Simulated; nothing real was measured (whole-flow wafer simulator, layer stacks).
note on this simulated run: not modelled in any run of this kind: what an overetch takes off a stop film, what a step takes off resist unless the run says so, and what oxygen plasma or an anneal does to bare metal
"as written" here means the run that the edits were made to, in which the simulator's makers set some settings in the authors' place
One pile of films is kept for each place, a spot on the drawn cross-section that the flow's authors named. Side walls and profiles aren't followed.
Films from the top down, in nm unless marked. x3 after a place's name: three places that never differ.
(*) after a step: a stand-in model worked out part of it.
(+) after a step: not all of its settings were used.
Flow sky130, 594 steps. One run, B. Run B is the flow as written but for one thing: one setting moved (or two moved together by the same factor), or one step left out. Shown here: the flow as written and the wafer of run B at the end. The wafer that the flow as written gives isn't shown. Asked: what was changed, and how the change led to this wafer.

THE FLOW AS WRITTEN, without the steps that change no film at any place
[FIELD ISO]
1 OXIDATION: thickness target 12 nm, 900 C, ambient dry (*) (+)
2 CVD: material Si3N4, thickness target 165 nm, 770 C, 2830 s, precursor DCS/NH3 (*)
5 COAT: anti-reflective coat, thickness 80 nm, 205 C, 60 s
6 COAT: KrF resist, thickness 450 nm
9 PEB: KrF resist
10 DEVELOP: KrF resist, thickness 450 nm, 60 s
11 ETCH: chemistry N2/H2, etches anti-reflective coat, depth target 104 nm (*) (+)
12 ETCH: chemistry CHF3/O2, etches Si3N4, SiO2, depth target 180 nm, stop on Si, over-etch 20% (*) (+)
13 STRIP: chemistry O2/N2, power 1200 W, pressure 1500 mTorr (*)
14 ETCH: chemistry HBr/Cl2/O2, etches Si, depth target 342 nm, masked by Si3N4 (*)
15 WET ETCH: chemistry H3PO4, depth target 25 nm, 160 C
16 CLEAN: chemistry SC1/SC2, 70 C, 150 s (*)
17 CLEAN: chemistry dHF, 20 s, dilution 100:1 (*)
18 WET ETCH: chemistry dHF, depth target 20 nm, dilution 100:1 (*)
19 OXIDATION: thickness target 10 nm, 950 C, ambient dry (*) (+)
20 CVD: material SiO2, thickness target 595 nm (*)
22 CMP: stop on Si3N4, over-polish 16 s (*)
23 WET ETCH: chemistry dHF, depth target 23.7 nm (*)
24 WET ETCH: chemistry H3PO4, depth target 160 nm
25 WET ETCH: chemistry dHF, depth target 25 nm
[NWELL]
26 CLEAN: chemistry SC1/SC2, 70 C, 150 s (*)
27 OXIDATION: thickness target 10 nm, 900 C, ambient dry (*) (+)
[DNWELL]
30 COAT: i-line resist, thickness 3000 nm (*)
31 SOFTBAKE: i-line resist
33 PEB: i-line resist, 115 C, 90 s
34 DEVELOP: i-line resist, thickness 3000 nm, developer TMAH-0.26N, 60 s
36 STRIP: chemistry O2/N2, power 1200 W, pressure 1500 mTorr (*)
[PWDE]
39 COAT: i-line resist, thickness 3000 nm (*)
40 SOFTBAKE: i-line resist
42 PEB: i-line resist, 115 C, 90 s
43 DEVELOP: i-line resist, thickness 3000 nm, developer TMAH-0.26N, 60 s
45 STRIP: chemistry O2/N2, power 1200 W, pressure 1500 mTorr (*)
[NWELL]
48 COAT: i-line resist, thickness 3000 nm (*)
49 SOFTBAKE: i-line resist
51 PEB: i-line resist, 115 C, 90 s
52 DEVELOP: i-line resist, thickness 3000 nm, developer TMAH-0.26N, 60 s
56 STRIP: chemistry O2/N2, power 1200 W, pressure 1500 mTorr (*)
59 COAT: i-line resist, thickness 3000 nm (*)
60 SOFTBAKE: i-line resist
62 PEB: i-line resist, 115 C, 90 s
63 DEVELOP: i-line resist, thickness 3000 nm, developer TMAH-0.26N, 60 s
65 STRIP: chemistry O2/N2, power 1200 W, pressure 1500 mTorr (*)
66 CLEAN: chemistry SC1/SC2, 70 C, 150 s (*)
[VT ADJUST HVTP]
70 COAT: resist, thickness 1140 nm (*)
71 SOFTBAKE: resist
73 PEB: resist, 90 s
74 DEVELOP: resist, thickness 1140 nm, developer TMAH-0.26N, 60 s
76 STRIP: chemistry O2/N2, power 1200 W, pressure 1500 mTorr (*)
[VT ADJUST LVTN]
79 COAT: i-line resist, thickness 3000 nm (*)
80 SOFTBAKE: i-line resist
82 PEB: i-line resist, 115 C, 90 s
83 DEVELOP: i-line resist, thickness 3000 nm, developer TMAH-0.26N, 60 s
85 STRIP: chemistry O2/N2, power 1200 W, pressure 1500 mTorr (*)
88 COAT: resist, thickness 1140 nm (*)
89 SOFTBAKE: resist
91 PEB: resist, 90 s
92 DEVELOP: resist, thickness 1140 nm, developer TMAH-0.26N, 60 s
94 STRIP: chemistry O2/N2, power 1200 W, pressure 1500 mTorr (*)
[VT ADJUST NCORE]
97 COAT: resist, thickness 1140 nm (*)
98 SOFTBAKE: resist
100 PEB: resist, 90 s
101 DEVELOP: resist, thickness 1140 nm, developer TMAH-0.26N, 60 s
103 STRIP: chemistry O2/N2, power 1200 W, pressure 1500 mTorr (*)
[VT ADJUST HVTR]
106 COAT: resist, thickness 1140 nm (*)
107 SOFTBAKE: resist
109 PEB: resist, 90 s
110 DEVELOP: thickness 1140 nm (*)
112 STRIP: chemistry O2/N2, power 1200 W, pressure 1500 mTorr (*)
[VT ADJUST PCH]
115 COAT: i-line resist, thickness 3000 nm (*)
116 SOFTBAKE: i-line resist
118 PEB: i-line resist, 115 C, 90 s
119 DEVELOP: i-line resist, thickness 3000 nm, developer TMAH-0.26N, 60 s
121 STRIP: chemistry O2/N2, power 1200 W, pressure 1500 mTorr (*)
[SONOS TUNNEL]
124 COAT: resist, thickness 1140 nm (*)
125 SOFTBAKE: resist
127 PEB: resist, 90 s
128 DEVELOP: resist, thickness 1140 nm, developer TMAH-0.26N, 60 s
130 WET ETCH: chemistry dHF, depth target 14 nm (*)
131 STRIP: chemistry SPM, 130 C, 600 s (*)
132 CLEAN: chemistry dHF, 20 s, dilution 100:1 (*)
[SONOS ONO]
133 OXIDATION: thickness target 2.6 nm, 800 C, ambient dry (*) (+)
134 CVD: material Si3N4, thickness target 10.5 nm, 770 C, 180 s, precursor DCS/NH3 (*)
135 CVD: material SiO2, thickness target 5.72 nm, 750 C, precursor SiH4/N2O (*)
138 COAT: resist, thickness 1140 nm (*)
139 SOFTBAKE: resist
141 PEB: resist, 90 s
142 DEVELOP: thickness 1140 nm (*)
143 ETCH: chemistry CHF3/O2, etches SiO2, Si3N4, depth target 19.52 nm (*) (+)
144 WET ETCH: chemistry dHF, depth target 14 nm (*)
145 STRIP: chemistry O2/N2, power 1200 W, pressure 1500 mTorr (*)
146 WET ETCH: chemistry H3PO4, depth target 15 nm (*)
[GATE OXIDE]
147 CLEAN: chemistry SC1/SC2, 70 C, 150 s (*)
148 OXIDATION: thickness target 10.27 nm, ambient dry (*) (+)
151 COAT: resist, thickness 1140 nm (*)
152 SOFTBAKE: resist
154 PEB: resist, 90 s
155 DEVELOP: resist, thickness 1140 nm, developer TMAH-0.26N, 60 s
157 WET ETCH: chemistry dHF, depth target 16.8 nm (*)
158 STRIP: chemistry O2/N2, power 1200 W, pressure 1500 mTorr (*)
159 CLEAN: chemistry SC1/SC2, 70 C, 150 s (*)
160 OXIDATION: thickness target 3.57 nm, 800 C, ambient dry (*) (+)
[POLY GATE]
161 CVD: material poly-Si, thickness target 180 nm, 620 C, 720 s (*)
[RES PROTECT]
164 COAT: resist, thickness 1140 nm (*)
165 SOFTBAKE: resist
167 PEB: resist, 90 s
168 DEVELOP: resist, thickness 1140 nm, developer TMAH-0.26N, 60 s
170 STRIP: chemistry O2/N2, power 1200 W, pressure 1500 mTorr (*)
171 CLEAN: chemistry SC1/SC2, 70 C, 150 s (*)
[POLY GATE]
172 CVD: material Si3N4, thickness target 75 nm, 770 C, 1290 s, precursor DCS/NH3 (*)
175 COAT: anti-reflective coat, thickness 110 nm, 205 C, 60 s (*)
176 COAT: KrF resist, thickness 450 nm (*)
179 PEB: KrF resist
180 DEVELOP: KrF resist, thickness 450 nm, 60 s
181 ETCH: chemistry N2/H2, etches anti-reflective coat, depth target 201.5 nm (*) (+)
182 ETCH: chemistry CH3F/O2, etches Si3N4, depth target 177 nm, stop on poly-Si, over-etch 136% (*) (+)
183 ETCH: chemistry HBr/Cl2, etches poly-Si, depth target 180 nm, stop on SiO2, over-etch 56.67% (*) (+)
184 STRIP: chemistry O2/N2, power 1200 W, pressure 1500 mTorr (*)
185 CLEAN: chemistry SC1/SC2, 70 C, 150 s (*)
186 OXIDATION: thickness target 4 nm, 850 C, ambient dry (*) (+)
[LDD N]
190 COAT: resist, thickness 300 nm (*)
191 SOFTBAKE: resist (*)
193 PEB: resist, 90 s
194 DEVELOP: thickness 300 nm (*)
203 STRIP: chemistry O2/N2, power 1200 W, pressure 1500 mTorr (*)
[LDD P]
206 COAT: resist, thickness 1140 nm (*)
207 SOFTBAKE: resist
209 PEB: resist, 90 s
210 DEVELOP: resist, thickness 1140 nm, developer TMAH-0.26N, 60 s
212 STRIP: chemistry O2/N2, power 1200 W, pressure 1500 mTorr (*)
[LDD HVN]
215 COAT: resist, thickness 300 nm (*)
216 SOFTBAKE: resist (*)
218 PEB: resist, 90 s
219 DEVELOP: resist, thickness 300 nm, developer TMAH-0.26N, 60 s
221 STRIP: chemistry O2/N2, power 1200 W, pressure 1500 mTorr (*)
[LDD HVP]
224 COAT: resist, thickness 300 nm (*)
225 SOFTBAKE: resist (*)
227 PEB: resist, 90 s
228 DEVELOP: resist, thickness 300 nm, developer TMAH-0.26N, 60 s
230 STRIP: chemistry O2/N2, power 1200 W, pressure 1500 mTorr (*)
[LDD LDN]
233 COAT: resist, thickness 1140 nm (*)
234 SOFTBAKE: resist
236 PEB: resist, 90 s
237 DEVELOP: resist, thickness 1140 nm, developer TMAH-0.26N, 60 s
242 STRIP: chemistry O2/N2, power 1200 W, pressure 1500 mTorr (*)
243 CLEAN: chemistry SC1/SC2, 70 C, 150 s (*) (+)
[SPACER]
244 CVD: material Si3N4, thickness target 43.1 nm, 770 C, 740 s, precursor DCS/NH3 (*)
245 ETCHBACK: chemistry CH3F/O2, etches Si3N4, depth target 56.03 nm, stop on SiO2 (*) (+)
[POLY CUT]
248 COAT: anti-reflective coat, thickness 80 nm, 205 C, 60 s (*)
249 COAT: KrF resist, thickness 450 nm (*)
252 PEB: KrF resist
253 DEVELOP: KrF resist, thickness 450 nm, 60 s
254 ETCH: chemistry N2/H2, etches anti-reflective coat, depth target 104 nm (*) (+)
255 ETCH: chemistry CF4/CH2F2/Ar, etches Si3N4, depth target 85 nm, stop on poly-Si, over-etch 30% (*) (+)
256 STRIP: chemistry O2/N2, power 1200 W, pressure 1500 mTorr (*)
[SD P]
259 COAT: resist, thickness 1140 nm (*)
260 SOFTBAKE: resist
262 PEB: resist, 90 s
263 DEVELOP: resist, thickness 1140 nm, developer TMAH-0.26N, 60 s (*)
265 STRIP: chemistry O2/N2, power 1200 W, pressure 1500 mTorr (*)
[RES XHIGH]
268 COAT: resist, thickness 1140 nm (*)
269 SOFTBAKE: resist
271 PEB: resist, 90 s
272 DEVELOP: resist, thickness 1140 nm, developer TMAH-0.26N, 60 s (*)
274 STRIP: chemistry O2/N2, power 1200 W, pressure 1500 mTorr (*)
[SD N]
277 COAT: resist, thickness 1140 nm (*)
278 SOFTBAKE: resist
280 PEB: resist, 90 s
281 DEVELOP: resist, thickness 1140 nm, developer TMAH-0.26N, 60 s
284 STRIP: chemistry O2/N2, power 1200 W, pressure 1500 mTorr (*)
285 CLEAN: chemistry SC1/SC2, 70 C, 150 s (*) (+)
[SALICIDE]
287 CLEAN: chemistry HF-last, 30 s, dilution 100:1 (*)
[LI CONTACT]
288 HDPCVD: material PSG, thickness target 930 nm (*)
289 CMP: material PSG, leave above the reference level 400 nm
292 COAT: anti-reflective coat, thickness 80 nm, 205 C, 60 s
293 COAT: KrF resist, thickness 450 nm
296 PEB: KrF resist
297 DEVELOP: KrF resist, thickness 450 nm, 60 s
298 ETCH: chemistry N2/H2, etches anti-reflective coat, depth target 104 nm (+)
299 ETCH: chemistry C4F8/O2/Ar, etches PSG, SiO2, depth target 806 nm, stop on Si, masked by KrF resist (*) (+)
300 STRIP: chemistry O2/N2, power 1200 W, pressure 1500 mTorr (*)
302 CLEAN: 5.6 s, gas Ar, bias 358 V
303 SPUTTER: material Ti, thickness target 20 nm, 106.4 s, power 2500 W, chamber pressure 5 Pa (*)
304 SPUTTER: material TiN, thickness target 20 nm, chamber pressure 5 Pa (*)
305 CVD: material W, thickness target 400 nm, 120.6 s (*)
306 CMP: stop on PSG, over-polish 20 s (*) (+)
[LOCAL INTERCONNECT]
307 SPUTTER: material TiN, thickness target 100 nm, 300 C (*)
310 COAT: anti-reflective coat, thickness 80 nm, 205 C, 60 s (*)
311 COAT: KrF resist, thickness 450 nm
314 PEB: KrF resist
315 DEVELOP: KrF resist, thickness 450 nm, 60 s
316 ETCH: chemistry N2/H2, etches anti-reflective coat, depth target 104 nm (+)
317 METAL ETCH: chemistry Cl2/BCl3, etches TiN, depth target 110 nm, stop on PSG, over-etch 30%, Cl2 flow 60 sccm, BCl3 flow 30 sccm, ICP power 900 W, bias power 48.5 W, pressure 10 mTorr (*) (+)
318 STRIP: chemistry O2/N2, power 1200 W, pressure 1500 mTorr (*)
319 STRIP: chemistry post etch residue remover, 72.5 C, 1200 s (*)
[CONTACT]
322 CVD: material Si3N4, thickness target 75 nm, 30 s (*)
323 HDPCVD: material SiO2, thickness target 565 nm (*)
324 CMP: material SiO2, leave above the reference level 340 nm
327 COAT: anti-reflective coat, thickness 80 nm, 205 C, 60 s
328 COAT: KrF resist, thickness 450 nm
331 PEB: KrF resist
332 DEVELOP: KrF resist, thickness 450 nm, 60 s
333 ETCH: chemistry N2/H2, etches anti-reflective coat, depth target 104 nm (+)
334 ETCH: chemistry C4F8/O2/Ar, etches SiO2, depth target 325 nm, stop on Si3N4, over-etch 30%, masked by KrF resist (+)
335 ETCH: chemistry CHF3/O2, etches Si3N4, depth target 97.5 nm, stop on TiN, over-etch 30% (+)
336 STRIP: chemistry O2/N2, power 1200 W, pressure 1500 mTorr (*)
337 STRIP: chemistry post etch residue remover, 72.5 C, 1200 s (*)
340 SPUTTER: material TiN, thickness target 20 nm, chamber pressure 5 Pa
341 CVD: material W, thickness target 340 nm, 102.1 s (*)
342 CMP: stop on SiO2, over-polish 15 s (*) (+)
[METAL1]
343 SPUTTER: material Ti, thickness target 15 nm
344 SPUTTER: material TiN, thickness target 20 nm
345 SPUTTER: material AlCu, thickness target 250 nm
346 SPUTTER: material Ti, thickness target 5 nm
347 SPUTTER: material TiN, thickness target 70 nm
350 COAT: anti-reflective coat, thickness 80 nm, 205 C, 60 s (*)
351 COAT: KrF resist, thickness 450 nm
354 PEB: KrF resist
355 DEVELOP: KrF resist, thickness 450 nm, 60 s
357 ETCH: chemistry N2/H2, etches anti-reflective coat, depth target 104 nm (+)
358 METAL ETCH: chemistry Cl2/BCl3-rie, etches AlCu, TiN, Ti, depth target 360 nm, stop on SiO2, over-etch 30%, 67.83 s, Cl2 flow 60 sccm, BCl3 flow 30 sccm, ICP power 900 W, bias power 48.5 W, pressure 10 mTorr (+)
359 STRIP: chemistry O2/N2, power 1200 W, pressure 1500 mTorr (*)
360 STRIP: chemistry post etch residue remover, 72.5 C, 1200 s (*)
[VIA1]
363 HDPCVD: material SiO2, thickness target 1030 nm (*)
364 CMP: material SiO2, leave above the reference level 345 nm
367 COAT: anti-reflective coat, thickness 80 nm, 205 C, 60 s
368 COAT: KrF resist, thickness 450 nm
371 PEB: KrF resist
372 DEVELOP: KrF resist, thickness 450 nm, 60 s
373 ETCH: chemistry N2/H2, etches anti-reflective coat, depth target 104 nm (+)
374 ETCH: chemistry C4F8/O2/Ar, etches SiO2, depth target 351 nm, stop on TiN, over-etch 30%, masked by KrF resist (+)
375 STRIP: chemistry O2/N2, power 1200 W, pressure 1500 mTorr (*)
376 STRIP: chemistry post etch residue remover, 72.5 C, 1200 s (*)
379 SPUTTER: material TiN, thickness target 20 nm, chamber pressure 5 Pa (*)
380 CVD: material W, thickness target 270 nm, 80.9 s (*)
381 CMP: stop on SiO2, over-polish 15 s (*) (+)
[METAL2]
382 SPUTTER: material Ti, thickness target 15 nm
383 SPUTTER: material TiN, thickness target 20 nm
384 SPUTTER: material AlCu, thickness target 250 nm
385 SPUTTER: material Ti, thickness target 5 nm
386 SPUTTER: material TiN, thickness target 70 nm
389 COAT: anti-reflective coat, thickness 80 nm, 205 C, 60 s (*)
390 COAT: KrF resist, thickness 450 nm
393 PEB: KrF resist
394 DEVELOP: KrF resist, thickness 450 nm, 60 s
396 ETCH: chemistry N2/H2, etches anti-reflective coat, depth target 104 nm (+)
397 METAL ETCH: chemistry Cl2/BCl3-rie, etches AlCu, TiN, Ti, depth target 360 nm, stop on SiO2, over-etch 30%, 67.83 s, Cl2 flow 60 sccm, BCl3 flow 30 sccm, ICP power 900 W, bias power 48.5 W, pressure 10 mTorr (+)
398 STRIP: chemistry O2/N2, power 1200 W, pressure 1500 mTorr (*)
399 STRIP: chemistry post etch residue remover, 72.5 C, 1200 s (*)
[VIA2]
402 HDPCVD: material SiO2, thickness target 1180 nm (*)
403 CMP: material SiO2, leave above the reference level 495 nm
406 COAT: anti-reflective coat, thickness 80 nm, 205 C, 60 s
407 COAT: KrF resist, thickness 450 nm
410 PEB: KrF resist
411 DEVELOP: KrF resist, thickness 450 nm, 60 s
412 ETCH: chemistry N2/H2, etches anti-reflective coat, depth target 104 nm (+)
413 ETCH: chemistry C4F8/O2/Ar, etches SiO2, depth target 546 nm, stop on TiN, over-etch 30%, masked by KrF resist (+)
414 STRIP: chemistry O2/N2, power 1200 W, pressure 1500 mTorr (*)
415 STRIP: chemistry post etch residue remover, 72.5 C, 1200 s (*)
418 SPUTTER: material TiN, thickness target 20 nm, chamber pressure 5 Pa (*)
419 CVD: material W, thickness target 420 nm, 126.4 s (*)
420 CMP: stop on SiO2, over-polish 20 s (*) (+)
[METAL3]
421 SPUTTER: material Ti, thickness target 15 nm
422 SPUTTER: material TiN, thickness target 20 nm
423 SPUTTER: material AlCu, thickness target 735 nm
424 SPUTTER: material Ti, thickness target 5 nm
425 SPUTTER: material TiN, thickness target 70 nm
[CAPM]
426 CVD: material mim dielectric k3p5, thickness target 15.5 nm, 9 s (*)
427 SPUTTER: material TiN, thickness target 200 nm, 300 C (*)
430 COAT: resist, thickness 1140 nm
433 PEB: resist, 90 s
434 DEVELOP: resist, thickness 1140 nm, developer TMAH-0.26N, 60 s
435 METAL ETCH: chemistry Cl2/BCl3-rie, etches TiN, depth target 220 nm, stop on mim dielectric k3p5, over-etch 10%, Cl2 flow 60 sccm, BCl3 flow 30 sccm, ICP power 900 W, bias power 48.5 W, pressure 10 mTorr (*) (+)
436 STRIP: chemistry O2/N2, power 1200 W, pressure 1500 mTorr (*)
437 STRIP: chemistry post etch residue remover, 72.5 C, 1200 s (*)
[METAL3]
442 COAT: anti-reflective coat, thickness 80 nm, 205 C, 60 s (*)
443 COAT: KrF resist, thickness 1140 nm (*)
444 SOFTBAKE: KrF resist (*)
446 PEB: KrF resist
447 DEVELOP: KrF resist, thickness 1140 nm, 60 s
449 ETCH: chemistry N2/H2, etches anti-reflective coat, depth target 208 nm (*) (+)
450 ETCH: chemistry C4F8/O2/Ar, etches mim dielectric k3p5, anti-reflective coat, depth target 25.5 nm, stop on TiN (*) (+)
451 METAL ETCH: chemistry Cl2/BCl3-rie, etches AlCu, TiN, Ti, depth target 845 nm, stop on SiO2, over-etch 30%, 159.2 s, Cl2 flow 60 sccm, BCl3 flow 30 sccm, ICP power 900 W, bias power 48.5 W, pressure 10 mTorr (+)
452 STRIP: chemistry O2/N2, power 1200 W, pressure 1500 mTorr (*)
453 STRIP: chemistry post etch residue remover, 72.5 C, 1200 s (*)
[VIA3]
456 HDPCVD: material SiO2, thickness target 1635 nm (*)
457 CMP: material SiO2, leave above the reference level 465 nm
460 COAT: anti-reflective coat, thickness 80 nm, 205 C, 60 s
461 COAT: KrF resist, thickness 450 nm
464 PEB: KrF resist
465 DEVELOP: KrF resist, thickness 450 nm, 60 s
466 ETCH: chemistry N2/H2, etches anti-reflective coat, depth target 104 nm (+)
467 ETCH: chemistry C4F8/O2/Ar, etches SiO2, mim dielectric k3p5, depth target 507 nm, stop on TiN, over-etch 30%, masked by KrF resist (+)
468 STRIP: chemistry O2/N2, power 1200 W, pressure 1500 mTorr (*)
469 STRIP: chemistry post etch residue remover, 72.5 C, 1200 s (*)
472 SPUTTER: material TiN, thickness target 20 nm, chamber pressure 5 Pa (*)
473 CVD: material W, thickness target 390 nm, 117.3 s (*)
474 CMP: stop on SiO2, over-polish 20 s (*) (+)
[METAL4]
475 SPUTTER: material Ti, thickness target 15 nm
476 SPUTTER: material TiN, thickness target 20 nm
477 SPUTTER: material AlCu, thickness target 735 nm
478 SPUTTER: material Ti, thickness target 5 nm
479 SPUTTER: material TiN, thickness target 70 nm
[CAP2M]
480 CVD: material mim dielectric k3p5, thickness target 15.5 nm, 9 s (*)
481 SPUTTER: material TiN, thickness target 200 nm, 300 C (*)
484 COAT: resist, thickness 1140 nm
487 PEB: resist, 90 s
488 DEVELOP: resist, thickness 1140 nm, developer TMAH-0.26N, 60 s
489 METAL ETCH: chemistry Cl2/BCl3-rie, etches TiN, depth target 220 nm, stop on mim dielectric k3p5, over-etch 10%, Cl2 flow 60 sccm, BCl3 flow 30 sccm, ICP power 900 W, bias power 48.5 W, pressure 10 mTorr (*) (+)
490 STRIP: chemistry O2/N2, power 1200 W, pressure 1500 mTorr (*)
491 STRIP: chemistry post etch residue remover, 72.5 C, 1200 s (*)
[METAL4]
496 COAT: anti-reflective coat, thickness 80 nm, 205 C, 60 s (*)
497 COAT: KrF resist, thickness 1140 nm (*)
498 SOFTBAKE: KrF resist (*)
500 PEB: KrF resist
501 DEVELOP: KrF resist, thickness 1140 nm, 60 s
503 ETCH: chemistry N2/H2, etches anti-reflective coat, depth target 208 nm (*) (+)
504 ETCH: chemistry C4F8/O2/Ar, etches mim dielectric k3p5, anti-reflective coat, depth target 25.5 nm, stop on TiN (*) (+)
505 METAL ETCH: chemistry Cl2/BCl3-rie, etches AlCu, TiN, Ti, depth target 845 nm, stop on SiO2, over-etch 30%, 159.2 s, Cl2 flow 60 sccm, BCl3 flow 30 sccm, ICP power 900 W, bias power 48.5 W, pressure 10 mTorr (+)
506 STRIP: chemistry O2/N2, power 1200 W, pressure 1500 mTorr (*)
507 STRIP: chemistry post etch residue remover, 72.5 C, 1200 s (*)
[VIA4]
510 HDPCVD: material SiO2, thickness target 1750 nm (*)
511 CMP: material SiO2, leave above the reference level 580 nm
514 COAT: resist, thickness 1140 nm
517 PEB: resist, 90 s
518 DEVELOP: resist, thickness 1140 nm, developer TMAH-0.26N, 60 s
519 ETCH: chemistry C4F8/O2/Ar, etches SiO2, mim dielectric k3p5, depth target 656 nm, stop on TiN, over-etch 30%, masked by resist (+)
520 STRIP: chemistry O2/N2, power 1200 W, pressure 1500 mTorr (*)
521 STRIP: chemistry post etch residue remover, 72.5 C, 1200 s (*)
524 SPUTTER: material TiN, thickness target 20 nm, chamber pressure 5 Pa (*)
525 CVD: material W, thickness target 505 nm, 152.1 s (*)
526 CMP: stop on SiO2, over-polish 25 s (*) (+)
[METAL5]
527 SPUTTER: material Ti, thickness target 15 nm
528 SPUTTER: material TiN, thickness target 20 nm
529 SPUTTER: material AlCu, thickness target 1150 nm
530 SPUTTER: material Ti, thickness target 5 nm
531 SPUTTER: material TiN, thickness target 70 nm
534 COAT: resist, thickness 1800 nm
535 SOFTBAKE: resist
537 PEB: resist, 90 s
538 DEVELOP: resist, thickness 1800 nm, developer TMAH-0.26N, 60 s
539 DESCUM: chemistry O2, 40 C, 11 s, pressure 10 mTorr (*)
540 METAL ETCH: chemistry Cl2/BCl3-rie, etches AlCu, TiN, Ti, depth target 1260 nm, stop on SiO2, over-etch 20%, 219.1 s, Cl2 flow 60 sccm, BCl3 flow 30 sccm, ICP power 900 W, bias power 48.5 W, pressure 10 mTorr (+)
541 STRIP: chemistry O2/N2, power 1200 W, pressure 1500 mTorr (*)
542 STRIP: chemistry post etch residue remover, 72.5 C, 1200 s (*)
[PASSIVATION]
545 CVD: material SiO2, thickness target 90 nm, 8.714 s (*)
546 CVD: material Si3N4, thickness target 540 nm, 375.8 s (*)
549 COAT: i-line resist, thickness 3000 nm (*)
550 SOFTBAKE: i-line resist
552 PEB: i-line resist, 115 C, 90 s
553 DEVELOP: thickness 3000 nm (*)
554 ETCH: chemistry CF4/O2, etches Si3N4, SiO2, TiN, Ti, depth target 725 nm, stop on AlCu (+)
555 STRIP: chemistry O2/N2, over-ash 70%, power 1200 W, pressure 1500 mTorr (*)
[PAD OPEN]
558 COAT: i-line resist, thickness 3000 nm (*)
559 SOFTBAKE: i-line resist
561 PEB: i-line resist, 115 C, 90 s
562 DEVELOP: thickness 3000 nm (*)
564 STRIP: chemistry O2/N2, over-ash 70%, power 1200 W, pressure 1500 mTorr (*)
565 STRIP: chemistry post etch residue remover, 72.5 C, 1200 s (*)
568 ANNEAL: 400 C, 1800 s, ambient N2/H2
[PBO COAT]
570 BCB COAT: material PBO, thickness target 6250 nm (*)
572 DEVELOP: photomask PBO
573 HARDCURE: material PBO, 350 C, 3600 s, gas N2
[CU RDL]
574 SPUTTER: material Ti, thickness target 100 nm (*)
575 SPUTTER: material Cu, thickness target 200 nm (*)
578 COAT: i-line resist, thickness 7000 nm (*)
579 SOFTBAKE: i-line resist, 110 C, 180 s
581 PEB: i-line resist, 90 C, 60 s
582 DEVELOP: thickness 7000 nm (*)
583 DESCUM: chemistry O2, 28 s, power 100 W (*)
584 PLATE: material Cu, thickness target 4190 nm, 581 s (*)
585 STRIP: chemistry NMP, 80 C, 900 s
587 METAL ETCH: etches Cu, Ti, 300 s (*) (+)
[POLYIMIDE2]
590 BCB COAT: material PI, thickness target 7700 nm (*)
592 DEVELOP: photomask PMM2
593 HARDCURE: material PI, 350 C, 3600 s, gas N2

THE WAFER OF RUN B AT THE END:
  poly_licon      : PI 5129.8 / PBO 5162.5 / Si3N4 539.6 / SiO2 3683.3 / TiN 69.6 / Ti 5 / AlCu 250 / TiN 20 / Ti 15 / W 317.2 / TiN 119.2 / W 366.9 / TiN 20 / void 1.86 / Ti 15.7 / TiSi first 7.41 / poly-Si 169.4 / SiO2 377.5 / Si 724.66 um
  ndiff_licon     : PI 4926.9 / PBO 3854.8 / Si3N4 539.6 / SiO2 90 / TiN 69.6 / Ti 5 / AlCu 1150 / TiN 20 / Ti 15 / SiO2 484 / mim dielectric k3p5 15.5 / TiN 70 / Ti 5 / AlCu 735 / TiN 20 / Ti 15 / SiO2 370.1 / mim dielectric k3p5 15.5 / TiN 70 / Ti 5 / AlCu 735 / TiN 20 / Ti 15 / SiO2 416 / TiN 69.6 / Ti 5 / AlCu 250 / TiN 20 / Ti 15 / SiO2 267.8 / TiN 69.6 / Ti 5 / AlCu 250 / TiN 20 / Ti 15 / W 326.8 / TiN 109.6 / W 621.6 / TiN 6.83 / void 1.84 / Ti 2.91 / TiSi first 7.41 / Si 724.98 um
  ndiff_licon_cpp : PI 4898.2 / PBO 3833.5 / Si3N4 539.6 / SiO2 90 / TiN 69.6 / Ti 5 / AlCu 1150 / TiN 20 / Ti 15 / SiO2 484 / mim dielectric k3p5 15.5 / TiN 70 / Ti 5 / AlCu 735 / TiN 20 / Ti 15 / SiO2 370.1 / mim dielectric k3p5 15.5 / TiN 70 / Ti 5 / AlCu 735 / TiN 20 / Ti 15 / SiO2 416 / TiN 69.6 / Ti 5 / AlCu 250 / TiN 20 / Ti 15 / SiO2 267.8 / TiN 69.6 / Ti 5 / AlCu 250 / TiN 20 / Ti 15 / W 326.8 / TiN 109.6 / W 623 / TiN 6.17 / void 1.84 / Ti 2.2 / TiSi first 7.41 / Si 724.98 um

The cause: step 568, ANNEAL: 2498 s was run, where the flow has 1800 s.

How the change led to this, step by step:
  568 ANNEAL: 400 C, 1800 s, ambient N2/H2
      poly_licon, rpo_hd_licon: under 11 films: void +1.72 (new film), Ti -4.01, TiSi first +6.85 (new film), poly-Si -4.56 (as written it would be: under 11 films: void +1.54 (new film), Ti -3.59, TiSi first +6.13 (new film), poly-Si -4.08)
      ndiff_licon, ndiff_licon_cpp: under 37 films: void +1.7 (new film), Ti -4.01, TiSi first +6.85 (new film), Si -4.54 (as written it would be: under 37 films: void +1.52 (new film), Ti -3.59, TiSi first +6.13 (new film), Si -4.07)
